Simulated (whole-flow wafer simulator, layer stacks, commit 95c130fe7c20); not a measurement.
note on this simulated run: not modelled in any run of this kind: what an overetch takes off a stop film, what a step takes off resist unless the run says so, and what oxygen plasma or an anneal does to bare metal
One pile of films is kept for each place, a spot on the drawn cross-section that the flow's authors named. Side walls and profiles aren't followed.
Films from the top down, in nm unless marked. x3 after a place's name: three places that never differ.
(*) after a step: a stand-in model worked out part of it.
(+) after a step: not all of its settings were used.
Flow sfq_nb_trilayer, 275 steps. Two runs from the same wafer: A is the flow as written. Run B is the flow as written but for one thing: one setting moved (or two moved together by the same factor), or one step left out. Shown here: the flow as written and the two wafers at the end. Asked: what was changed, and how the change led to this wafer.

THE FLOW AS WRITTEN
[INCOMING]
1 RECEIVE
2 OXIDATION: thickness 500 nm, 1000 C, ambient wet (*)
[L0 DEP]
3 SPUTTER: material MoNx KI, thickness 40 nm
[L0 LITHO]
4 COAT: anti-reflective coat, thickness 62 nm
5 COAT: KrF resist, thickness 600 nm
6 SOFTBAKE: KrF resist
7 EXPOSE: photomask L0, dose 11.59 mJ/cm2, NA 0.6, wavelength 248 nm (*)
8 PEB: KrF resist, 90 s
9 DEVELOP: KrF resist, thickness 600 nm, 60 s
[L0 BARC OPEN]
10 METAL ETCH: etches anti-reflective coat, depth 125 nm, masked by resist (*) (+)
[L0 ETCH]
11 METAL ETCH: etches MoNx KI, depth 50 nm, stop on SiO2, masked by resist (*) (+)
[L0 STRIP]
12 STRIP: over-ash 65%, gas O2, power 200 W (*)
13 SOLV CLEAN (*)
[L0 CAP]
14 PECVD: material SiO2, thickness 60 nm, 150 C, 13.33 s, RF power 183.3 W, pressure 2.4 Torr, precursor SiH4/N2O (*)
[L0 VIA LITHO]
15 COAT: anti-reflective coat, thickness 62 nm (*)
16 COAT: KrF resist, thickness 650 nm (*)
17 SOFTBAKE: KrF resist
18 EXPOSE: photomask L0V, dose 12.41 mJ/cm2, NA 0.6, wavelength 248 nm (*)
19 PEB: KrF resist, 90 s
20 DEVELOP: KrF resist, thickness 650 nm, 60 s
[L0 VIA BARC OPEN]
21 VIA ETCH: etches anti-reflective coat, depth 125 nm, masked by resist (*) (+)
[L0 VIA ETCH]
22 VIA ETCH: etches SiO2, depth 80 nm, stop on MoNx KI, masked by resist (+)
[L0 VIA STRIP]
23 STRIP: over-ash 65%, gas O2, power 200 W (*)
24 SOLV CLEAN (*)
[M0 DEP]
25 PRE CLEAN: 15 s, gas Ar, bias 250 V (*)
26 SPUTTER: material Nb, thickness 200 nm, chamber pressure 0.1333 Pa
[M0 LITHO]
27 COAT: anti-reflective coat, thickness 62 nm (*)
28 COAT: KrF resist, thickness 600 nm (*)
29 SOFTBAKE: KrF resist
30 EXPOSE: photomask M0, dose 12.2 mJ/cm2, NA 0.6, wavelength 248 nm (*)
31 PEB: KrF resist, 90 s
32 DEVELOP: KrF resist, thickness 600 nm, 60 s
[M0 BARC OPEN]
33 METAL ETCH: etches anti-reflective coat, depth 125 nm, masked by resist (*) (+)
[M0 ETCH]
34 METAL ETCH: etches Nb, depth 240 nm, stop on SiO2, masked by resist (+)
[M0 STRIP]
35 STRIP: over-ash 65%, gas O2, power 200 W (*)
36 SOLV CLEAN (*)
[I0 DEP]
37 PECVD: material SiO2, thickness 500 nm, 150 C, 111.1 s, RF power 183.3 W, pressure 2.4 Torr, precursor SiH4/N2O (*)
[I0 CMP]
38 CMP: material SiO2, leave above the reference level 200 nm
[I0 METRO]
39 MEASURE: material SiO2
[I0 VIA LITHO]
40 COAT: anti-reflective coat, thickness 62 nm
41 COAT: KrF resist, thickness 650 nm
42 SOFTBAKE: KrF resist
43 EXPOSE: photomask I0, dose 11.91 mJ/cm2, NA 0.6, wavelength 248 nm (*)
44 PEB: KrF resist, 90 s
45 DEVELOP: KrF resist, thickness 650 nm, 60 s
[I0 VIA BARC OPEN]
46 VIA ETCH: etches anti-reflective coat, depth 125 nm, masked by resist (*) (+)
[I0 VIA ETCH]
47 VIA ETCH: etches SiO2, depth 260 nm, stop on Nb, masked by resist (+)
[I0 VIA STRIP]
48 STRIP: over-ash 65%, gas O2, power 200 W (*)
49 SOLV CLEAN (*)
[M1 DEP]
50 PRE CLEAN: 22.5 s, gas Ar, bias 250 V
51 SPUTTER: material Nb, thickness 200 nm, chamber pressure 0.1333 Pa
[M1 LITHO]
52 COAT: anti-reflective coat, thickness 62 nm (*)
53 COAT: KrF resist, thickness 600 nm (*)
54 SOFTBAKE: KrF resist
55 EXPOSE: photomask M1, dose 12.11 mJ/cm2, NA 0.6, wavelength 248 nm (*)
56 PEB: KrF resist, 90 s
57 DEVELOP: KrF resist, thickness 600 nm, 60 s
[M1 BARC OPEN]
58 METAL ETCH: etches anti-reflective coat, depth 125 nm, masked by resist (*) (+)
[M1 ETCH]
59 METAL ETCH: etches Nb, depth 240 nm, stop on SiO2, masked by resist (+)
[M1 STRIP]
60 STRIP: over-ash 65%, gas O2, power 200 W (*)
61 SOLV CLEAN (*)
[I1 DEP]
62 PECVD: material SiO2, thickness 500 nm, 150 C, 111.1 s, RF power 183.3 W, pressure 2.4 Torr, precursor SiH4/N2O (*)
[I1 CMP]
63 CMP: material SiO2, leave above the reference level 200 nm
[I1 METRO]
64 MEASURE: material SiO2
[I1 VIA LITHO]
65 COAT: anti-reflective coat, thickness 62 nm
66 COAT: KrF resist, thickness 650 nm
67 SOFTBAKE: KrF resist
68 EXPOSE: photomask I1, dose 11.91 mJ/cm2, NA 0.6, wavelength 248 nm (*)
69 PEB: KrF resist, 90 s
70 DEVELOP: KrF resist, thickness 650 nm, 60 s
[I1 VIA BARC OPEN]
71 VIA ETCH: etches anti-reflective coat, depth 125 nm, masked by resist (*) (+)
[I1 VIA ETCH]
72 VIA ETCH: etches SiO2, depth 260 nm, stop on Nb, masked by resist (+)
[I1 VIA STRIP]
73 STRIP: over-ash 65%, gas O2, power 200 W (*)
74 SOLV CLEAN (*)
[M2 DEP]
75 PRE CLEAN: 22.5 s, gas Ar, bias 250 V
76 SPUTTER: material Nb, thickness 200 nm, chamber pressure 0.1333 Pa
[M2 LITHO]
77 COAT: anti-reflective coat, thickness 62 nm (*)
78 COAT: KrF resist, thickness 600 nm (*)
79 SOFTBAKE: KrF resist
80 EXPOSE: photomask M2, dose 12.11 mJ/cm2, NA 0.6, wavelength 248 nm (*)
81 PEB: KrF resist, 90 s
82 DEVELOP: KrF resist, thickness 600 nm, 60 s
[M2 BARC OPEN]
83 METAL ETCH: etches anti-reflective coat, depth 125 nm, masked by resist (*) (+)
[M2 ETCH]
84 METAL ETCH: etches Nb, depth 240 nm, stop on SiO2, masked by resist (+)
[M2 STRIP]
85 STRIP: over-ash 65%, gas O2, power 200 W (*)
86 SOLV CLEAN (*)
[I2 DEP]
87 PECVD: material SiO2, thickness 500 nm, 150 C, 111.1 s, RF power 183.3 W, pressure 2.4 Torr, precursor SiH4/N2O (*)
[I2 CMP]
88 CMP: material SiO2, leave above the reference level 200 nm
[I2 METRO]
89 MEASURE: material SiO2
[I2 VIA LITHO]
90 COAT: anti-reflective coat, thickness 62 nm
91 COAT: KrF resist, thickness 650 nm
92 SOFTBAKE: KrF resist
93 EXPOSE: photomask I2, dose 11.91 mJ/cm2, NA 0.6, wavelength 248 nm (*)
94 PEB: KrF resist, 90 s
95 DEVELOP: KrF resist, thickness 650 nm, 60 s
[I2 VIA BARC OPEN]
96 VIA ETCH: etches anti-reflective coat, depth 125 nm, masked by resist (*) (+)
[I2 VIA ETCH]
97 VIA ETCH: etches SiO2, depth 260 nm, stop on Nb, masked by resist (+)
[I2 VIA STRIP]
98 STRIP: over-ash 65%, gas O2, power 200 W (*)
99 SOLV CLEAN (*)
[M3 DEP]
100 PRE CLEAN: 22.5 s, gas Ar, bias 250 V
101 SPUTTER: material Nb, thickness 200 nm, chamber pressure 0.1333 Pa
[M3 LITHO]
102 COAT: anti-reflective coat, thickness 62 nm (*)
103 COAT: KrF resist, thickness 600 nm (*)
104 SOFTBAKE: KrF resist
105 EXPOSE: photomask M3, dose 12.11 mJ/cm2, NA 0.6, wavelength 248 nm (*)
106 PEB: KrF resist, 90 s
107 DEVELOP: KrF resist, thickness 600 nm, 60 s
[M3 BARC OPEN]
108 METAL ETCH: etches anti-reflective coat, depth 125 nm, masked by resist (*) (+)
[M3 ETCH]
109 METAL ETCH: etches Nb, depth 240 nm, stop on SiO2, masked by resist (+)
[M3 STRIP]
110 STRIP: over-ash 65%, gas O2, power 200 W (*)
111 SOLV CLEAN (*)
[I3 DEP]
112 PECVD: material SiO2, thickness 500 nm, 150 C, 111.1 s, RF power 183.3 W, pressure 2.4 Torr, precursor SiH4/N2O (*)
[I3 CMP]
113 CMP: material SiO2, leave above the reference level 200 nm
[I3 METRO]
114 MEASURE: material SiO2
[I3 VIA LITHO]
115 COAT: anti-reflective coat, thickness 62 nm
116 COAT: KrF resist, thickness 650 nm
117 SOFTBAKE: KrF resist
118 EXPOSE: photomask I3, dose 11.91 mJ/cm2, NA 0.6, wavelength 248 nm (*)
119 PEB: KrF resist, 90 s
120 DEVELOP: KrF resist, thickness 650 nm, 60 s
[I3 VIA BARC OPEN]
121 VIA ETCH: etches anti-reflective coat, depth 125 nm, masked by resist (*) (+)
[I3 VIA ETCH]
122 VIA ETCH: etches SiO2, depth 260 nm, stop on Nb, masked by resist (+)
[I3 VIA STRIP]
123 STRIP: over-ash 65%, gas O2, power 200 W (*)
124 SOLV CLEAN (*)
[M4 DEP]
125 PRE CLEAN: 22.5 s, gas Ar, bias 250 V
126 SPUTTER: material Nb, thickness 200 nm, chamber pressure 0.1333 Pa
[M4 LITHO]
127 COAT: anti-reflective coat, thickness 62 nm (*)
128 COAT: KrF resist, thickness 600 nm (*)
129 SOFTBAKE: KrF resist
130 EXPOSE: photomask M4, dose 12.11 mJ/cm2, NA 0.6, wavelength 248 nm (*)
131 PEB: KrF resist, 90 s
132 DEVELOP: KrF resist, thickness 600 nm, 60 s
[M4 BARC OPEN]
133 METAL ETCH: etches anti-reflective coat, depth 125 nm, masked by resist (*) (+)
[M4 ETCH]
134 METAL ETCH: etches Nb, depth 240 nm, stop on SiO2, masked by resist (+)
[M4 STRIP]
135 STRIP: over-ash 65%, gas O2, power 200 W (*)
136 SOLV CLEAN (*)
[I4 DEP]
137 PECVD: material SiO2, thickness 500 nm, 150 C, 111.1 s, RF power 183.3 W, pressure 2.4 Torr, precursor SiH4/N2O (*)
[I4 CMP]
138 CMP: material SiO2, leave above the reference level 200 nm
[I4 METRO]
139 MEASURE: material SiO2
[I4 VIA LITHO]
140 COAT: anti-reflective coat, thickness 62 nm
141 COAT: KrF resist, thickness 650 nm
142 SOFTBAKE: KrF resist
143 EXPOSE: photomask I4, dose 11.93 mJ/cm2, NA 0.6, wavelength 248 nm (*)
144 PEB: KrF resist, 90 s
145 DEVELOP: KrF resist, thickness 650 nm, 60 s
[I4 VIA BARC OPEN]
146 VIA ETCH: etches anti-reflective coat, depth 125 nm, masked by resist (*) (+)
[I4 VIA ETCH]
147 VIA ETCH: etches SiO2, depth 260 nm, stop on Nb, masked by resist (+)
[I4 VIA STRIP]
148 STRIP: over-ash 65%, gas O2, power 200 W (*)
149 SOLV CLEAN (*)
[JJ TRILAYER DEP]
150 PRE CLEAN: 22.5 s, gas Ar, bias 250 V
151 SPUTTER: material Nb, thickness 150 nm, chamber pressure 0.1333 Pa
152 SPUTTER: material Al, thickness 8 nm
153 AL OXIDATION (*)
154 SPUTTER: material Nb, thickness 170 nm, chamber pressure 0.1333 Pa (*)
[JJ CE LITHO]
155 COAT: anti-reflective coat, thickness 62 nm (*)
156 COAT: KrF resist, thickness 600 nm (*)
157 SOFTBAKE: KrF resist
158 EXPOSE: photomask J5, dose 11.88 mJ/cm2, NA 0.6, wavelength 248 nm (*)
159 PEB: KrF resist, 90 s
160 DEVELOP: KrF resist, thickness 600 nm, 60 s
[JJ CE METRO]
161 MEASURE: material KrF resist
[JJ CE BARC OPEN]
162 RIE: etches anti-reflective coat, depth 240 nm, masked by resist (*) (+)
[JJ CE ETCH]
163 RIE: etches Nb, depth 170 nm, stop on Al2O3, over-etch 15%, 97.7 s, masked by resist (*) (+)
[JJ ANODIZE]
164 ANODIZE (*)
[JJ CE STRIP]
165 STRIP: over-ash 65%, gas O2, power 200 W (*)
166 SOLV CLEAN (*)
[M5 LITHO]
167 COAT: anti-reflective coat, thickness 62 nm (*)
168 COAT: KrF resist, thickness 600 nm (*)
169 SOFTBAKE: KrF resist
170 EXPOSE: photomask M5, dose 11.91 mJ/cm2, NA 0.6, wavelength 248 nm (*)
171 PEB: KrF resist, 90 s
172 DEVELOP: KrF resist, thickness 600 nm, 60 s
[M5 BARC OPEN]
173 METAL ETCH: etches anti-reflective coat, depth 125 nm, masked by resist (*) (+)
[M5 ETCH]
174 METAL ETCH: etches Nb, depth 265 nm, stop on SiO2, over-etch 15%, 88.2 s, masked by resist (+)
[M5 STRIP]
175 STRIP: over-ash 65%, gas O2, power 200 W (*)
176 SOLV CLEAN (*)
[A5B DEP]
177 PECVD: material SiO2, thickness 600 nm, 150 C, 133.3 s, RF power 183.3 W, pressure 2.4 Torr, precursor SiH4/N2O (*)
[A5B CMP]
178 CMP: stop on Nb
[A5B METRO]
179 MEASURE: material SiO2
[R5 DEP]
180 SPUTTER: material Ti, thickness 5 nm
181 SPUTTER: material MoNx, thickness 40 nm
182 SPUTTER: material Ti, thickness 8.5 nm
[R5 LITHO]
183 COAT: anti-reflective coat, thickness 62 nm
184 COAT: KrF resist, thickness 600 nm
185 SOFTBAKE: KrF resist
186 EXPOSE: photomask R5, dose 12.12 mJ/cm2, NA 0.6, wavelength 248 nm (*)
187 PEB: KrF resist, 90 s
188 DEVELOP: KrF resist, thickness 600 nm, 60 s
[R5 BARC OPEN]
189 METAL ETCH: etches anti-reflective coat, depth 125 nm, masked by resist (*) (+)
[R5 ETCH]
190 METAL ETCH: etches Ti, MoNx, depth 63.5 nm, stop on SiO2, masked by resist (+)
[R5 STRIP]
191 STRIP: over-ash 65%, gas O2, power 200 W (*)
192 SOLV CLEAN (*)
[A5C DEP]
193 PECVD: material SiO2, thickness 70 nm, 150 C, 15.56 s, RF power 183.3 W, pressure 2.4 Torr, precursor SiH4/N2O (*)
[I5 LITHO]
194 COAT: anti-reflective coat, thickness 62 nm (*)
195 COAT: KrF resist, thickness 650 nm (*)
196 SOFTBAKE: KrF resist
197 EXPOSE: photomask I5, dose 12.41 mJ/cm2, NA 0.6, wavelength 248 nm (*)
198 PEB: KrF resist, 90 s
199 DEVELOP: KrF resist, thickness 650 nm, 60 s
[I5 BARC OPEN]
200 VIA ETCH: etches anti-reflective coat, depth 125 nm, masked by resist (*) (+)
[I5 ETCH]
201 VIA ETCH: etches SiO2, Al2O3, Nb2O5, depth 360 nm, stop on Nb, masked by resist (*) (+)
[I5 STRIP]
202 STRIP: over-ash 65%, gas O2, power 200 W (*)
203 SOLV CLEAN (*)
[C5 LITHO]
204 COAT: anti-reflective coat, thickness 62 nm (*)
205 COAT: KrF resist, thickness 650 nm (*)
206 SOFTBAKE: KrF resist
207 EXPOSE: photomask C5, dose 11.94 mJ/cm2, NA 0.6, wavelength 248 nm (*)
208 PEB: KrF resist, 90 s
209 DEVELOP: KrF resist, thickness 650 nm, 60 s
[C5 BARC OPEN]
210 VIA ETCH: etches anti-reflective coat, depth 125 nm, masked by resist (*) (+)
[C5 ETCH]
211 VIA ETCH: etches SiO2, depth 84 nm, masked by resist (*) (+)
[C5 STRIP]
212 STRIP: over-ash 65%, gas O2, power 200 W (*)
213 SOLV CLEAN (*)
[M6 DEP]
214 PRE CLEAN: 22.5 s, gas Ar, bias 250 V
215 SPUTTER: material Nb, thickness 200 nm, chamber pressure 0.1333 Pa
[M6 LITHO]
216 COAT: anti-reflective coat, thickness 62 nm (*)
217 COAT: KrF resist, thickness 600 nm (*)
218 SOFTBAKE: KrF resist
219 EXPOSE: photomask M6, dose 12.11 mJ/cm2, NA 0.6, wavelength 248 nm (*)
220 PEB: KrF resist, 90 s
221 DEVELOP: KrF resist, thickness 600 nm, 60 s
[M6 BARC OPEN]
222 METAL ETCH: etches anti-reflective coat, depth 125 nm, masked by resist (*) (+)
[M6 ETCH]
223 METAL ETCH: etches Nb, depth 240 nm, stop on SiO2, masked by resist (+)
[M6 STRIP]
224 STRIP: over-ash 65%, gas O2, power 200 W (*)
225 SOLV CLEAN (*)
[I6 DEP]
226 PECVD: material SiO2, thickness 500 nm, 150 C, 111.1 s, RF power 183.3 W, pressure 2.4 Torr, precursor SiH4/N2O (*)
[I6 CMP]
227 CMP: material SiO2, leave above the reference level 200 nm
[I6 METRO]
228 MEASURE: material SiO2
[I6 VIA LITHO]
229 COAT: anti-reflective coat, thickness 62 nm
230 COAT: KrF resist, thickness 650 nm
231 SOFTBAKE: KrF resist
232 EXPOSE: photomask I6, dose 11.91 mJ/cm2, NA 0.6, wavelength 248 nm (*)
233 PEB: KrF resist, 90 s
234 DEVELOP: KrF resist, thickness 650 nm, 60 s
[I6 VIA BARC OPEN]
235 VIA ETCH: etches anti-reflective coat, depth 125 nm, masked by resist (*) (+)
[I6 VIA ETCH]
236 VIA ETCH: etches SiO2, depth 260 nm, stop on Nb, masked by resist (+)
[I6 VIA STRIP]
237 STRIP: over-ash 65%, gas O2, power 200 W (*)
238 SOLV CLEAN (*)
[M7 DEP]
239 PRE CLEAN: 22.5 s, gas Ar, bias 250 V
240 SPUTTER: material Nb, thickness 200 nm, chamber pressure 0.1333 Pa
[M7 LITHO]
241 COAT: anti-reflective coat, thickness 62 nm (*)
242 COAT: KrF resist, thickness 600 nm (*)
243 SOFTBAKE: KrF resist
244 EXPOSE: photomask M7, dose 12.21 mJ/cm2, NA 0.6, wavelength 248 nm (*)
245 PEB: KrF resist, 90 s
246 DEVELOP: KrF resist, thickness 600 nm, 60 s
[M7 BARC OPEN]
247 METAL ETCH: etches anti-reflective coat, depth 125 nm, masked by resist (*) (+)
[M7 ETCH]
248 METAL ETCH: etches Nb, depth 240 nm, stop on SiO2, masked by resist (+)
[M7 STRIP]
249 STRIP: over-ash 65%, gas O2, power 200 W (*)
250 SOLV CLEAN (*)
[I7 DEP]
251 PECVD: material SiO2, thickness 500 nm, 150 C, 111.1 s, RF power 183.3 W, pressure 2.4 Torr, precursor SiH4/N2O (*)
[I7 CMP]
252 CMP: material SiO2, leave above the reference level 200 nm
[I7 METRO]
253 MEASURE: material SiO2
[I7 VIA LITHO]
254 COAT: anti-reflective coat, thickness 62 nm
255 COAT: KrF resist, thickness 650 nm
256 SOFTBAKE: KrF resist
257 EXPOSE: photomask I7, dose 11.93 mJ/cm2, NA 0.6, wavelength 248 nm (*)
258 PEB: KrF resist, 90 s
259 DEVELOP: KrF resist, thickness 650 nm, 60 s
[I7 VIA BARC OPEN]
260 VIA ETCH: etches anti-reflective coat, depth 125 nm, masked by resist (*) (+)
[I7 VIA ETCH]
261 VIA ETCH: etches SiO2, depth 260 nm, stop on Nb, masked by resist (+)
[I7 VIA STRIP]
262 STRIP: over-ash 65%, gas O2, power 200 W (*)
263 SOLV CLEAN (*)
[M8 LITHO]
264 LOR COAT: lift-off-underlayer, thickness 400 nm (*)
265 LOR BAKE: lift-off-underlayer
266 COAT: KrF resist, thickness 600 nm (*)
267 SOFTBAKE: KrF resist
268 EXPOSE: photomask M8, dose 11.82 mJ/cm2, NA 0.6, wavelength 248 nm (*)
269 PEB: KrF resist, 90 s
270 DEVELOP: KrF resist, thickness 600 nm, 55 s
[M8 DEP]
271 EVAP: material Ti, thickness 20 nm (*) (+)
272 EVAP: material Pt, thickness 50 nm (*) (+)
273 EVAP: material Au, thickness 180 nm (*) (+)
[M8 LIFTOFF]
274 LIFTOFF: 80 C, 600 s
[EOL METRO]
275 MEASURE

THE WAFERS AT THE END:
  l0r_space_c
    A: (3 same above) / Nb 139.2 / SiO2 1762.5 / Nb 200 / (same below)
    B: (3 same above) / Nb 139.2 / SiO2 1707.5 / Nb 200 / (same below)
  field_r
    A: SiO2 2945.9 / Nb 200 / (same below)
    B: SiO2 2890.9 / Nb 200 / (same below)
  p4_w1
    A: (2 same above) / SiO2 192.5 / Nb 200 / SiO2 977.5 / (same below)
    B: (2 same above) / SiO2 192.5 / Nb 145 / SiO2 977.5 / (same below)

The cause: step 101, SPUTTER: thickness 145 nm was run, where the flow has thickness 200 nm.
It can be read off the wafer: p4_w1 has Nb 145, and step 101 as written asks for 200 nm.

How the change led to this, step by step:
  101 SPUTTER: material Nb, thickness 200 nm, chamber pressure 0.1333 Pa
      field_l, v_sur, via_wl and 102 more: A Nb +200 (new film) | B Nb +145 (new film)
      via_w: A Nb +165.5 | B Nb +119.7
  102 COAT: anti-reflective coat, thickness 62 nm (*)
      via_wl: A anti-reflective coat +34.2 (new film) | B anti-reflective coat +32.6 (new film)
      via_w: A anti-reflective coat +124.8 (new film) | B anti-reflective coat +121.8 (new film)
  109 METAL ETCH: etches Nb, depth 240 nm, stop on SiO2, masked by resist (+)
      field_l, be, be_sur and 72 more: A Nb -200 (all of it) | B Nb -145 (all of it)
      v_sur, via_wl, via_w and 28 more: A KrF resist -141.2 | B KrF resist -127.9
  110 STRIP: over-ash 65%, gas O2, power 200 W (*)
      p4_w1, p4_w2, p4_w3 and 21 more: A KrF resist -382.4 (all of it), anti-reflective coat -62 (all of it) | B KrF resist -395.6 (all of it), anti-reflective coat -62 (all of it)
      v_sur: A KrF resist -365.3 (all of it), anti-reflective coat -61.1 (all of it) | B KrF resist -379.1 (all of it), anti-reflective coat -60.8 (all of it)
      (and at 6 more places)
  112 PECVD: material SiO2, thickness 500 nm, 150 C, 111.1 s, RF power 183.3 W, pressure 2.4 Torr, precursor SiH4/N2O (*)
      p4_g1, p4_g2, p3_s0, p3_s1, p3_s2, p3_s3, p3_s4, p3_s5: A SiO2 +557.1 | B SiO2 +502.1
      via_w: A SiO2 +615 (new film) | B SiO2 +600.3 (new film)
  113 CMP: material SiO2, leave above the reference level 200 nm
      field_l, be, be_sur and 64 more: A SiO2 -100 | B SiO2 -155
      via_w: A SiO2 -181.6 | B SiO2 -176.1
